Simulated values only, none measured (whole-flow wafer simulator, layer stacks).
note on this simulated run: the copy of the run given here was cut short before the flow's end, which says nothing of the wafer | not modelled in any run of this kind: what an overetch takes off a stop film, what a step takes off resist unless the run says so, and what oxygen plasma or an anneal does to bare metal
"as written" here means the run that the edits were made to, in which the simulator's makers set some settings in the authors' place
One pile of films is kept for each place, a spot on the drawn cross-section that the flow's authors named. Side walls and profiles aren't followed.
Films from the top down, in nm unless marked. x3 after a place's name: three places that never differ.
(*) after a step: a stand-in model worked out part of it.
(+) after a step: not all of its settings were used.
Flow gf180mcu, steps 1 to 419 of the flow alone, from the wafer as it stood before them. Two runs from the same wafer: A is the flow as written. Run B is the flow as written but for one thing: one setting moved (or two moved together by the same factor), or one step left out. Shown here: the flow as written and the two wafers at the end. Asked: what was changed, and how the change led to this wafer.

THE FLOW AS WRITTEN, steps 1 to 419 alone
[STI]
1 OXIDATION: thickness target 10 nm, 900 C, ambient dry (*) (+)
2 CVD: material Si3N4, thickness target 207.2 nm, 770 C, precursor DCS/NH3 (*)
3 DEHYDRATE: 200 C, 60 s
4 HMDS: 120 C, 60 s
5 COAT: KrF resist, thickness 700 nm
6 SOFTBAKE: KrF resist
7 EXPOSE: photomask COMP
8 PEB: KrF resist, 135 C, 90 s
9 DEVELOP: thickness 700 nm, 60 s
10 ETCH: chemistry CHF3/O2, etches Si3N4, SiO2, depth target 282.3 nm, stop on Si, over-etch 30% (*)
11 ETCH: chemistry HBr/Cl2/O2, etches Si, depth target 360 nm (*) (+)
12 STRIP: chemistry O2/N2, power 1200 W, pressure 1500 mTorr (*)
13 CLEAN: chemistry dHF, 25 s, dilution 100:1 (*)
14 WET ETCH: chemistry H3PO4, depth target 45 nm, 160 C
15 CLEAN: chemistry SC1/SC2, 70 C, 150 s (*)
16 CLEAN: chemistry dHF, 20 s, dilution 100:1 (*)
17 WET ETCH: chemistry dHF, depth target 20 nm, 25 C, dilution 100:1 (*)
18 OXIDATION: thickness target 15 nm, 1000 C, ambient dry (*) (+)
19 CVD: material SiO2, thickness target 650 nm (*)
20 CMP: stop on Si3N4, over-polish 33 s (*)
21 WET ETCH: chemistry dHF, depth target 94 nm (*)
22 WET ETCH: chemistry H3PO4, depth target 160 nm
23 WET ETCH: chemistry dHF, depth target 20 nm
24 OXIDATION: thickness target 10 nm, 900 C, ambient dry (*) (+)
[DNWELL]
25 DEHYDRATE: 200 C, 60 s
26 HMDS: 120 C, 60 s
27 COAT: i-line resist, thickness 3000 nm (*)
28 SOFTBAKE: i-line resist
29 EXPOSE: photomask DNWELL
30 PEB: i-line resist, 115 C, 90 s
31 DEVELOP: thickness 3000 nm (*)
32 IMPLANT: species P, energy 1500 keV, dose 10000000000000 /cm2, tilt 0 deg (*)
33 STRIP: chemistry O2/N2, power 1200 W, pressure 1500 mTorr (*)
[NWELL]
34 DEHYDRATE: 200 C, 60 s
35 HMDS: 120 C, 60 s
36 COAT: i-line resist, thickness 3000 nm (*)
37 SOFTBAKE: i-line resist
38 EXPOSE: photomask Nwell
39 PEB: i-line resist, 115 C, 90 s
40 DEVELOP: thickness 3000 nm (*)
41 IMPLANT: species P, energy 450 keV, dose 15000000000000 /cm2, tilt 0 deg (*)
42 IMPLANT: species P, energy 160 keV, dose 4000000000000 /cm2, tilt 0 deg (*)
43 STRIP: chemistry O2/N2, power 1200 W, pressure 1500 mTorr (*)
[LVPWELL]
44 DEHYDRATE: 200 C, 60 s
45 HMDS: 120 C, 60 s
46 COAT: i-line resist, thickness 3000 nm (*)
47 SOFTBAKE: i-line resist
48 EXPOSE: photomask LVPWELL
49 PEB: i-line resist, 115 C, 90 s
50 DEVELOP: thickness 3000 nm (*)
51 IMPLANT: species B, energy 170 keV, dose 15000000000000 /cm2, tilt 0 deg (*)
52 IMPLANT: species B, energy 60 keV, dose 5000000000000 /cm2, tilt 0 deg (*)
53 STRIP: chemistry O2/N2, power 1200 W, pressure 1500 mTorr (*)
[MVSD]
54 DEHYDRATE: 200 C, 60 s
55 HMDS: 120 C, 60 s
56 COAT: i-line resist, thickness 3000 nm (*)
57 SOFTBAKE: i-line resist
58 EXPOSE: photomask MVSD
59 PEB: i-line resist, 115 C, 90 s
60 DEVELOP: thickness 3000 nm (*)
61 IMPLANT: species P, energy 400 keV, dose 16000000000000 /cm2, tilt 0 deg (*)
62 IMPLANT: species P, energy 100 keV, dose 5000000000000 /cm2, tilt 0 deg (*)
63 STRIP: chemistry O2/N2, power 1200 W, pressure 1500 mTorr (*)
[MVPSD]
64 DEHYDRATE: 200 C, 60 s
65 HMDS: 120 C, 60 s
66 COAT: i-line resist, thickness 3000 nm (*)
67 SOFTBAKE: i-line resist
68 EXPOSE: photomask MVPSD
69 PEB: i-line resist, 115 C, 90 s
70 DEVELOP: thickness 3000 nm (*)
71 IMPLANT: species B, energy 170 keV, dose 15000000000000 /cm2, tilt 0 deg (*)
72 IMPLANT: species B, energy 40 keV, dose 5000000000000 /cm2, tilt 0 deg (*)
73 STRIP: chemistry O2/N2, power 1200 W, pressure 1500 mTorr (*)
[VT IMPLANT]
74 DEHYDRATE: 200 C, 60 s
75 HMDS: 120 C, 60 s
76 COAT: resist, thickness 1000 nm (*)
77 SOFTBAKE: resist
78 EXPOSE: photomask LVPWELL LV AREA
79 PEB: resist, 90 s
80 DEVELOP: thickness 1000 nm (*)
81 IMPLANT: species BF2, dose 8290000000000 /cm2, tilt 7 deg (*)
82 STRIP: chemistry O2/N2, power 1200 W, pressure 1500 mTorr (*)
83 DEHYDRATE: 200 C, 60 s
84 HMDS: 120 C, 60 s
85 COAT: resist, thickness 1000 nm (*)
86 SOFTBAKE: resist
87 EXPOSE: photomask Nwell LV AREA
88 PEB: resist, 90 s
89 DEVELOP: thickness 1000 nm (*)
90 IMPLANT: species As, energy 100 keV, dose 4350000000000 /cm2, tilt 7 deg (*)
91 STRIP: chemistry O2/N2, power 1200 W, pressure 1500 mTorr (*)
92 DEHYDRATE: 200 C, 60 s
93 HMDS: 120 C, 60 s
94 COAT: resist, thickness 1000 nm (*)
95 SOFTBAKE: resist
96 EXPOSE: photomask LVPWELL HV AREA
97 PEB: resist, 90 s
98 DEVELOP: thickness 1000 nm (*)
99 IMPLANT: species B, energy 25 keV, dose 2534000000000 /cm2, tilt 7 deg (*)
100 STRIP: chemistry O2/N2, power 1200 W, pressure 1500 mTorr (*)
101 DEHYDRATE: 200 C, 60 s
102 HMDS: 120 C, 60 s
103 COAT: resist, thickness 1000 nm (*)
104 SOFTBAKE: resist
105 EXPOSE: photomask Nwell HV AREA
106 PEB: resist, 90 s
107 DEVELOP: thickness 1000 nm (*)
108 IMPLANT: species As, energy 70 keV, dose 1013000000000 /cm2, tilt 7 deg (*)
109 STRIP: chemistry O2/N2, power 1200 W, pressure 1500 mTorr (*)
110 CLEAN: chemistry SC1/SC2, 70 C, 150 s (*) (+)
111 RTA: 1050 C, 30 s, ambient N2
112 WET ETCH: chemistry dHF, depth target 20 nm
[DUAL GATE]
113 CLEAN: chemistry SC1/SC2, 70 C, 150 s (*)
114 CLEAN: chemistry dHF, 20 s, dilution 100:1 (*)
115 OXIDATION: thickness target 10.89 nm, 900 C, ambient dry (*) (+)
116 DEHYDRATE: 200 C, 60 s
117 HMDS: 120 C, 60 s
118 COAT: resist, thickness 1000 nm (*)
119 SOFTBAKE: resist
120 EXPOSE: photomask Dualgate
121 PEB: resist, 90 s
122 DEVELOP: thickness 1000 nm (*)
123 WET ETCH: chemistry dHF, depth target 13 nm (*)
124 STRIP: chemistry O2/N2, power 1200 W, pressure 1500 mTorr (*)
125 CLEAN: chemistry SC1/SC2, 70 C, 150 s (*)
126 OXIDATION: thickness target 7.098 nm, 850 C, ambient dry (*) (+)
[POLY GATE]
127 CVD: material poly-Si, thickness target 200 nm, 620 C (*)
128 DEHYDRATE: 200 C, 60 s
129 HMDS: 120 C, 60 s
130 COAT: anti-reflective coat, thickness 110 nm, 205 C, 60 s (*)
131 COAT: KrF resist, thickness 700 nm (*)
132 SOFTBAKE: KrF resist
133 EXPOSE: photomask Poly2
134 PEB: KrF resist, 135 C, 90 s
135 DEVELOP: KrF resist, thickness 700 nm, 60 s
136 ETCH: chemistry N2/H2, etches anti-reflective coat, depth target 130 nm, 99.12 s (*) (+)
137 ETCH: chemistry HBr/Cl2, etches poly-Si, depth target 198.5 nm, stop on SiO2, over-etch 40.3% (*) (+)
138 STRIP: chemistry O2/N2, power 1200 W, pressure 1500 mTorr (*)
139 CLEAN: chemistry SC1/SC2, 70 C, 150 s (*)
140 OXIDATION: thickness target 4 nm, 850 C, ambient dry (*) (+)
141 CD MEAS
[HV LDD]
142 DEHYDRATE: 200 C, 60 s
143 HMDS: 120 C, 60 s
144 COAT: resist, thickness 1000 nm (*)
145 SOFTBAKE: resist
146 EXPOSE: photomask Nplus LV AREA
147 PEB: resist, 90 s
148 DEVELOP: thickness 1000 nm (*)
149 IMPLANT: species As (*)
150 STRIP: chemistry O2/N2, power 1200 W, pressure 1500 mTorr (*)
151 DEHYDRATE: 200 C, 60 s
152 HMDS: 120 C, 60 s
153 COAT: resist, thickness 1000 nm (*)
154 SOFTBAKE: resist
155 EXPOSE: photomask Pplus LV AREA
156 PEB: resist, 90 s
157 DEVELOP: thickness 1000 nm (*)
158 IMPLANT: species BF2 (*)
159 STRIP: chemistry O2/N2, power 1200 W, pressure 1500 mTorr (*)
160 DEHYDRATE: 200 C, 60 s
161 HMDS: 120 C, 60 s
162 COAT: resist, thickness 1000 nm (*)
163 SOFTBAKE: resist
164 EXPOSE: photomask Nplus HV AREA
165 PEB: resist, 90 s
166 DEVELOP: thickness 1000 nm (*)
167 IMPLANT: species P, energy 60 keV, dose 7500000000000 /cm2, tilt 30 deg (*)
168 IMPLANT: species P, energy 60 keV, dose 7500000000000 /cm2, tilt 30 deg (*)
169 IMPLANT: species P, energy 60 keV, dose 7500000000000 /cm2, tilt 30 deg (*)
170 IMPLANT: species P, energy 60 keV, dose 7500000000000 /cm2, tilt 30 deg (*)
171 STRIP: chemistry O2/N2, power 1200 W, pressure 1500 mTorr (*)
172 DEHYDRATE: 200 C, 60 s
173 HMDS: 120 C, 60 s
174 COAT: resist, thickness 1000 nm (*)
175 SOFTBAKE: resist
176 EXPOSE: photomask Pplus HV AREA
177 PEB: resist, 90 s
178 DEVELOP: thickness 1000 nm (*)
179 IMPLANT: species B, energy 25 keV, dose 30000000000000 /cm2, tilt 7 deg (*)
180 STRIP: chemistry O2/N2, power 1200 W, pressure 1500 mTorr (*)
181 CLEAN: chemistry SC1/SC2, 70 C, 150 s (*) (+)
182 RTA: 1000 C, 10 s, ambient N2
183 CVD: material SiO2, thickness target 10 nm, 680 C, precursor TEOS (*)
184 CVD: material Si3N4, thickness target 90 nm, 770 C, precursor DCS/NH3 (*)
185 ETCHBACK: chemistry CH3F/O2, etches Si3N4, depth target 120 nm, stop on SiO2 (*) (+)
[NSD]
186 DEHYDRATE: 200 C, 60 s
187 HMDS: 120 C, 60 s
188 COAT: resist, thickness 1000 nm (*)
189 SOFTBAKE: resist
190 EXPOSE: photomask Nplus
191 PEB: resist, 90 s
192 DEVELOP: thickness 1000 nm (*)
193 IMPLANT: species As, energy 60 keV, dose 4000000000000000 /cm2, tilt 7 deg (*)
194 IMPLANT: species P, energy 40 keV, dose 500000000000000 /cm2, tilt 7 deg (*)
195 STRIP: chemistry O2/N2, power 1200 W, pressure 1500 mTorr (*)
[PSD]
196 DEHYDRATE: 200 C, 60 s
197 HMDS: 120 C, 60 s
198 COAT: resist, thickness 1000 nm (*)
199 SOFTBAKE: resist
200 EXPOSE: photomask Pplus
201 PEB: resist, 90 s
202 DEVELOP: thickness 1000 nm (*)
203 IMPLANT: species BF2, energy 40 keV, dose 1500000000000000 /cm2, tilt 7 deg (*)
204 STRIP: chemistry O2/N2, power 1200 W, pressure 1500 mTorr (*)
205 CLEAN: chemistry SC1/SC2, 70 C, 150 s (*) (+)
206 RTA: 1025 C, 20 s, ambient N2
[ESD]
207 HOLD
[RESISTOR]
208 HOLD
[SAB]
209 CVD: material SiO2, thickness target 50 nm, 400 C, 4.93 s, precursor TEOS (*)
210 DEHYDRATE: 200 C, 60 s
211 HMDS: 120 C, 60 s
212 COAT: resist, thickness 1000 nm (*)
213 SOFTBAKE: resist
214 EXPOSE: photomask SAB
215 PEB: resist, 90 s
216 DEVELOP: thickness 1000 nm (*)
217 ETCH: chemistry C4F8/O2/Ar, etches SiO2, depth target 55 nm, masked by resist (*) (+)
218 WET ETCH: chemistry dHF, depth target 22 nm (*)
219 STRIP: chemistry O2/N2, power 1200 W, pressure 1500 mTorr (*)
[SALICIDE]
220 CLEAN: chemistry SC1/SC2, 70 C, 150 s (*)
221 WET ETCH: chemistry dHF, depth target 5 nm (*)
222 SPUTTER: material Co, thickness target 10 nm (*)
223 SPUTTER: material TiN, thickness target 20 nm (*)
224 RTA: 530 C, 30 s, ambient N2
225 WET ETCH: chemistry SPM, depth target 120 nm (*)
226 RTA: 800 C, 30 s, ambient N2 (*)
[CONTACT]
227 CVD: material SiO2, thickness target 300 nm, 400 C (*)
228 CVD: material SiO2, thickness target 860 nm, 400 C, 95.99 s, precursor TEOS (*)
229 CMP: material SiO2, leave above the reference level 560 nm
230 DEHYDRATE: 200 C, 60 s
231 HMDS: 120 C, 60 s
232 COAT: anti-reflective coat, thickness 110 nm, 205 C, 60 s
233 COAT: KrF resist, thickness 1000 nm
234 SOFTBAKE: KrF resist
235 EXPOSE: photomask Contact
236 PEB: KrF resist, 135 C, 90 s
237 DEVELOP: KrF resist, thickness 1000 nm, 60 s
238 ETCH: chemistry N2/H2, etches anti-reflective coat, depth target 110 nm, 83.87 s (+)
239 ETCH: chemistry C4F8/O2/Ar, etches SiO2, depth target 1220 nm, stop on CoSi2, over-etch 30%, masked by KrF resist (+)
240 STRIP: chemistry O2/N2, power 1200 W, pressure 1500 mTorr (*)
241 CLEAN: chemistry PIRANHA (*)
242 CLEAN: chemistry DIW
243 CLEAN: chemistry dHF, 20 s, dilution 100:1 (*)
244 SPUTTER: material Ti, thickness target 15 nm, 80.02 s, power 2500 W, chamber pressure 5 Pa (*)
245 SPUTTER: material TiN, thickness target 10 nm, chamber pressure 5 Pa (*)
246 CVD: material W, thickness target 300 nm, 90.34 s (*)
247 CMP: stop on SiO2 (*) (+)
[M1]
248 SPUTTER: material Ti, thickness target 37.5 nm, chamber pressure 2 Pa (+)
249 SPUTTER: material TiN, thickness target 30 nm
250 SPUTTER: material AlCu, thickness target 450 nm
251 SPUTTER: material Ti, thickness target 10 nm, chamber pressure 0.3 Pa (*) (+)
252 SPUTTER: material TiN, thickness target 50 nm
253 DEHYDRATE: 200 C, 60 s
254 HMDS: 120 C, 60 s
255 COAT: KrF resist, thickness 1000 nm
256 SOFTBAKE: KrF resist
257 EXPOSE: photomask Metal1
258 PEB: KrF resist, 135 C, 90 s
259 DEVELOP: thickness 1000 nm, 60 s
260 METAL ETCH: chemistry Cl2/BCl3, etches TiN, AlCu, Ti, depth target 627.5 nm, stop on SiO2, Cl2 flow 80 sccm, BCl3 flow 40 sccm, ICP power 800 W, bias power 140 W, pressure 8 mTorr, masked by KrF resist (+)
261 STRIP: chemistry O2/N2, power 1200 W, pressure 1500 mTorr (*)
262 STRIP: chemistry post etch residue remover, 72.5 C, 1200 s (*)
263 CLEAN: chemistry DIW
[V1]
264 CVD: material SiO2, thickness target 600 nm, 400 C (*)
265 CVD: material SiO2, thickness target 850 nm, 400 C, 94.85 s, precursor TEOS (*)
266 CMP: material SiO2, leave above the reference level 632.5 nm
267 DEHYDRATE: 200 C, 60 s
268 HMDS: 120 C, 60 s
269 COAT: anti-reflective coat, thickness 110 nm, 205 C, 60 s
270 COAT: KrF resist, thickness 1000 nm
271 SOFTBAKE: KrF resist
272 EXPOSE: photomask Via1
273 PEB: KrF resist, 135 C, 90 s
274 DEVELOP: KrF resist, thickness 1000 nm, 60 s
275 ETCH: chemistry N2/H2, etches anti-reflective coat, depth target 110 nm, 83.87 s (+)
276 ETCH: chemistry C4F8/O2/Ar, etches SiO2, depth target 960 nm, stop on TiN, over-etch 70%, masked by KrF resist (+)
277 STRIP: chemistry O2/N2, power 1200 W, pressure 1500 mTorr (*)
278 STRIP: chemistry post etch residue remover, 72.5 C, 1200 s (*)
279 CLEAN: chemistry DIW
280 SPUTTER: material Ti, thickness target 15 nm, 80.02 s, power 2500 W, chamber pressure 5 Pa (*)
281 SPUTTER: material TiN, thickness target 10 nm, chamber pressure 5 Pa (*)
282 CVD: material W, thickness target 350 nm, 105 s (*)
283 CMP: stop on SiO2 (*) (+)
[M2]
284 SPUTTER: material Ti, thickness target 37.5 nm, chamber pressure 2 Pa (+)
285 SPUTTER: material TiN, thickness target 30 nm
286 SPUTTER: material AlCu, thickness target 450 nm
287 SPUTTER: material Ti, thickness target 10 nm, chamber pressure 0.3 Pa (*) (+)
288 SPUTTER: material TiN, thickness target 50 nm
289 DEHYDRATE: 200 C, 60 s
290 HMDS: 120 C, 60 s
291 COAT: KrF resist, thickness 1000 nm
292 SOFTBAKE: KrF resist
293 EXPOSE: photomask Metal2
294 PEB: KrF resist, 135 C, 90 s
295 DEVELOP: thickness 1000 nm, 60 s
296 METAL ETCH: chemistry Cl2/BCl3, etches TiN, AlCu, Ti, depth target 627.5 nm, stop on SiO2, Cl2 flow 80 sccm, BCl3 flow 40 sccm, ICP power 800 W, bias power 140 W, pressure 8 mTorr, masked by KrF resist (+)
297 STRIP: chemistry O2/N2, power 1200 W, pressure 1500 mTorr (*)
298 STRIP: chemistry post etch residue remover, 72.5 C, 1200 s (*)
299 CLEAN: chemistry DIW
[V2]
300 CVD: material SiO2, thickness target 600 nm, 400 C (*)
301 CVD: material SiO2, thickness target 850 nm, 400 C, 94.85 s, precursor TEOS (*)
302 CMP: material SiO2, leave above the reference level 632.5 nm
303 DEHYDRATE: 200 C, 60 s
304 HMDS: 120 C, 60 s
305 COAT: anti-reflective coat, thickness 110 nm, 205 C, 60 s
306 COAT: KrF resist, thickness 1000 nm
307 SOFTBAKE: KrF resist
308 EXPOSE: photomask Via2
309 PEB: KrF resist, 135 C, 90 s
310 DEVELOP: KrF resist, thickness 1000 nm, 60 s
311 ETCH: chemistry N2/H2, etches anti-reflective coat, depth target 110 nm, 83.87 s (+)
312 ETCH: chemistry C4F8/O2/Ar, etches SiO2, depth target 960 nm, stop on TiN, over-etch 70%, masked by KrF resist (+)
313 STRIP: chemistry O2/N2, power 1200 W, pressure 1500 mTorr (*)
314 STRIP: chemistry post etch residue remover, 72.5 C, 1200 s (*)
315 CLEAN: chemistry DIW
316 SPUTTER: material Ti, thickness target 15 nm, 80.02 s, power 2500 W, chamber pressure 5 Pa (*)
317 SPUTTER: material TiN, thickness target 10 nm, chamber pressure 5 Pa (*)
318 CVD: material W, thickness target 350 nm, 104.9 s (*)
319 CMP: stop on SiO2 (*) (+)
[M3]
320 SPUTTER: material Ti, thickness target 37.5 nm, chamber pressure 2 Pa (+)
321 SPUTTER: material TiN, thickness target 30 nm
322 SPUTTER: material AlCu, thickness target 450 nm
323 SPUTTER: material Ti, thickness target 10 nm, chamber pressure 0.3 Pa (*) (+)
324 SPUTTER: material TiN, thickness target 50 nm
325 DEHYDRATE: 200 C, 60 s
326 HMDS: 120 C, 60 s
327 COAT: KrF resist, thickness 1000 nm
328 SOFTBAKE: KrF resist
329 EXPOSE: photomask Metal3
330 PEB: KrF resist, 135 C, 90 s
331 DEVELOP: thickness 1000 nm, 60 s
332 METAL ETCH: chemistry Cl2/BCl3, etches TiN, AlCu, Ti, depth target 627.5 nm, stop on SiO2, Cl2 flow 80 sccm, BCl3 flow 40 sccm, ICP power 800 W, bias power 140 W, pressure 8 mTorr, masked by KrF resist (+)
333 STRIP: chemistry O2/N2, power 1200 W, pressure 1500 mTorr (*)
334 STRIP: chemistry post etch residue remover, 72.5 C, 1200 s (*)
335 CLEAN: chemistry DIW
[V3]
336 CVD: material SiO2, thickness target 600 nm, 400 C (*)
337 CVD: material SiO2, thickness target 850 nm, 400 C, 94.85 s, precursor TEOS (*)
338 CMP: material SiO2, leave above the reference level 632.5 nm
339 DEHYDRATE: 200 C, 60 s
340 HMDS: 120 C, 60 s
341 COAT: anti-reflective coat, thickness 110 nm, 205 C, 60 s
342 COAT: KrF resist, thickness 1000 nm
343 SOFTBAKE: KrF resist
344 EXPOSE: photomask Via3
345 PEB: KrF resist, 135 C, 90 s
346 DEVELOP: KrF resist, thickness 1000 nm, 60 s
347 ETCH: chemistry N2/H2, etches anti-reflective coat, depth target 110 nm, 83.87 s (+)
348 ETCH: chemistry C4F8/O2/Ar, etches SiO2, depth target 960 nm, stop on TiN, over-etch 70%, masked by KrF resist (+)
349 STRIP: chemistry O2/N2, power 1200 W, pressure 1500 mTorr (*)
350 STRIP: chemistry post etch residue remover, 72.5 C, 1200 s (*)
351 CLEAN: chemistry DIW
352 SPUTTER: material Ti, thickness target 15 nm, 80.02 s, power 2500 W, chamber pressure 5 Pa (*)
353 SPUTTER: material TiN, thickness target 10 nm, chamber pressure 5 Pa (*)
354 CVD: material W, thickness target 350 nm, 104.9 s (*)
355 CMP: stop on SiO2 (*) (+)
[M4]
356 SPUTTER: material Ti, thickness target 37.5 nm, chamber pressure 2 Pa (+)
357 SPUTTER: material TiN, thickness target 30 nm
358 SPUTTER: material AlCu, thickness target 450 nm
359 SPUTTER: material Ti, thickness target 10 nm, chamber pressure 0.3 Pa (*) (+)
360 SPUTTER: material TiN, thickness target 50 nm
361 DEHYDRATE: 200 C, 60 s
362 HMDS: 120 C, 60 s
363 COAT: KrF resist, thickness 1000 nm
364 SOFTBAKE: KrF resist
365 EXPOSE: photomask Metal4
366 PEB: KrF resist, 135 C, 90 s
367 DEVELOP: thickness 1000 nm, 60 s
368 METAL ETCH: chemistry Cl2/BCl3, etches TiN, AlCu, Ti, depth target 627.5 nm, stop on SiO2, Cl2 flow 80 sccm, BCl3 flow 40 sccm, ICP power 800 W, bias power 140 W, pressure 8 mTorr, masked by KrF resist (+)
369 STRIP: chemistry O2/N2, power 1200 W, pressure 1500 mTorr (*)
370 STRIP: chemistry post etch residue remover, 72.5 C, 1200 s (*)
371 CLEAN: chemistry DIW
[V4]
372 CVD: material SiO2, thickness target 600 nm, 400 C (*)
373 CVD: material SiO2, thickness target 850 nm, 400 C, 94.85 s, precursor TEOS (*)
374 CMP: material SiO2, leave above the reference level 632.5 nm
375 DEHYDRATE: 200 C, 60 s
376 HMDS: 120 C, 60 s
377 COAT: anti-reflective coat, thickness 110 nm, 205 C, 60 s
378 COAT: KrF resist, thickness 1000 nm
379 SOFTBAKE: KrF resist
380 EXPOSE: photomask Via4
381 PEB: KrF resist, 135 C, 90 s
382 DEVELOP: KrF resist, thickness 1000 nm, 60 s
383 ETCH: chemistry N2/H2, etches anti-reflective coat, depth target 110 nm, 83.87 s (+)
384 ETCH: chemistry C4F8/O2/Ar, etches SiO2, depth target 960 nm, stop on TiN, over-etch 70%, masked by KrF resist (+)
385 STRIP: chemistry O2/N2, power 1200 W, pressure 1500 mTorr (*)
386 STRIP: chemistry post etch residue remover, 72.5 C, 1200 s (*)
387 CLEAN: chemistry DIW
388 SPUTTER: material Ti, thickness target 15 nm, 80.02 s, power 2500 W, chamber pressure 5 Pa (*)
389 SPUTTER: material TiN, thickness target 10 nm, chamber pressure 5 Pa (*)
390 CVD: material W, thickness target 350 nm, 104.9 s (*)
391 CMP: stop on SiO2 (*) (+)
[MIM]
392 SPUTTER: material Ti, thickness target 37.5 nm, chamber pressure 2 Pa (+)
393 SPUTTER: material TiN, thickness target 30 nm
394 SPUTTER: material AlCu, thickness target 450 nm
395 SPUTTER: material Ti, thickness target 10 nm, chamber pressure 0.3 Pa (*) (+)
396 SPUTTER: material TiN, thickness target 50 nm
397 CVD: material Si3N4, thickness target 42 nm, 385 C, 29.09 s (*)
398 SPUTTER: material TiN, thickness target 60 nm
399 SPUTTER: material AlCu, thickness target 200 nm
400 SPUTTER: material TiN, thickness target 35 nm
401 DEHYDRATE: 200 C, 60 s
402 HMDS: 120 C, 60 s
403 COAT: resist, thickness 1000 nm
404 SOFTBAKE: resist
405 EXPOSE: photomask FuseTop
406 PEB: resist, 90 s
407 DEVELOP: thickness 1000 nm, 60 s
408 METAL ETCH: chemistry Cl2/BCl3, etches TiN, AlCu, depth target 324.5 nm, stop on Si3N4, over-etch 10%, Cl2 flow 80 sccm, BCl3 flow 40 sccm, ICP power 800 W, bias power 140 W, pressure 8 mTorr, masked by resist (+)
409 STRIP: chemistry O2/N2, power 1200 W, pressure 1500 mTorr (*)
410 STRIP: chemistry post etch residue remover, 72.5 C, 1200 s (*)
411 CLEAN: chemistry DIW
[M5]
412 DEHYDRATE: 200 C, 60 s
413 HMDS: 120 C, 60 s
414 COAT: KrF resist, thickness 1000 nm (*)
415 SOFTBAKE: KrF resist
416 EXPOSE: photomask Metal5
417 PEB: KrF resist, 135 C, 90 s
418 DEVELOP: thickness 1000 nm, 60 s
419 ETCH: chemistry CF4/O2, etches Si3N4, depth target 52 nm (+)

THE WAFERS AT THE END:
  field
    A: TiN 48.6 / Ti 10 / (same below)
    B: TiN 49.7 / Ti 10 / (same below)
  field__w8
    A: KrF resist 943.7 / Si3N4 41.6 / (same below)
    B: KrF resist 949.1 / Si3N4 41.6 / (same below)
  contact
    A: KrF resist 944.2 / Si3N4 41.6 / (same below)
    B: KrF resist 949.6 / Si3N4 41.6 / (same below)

The cause: step 419, ETCH: depth target 43.9 nm was run, where the flow has depth target 52 nm.

How the change led to this, step by step:
  419 ETCH: chemistry CF4/O2, etches Si3N4, depth target 52 nm (+)
      field, field__w1, field__w2 and 101 more: A Si3N4 -41.6 (all of it), TiN -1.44 | B Si3N4 -41.6 (all of it), TiN -0.31
      field__w4, field__w8, contact, m1, m1__w1, mim, mim_1p0, m1_nw: A KrF resist -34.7 | B KrF resist -29.3
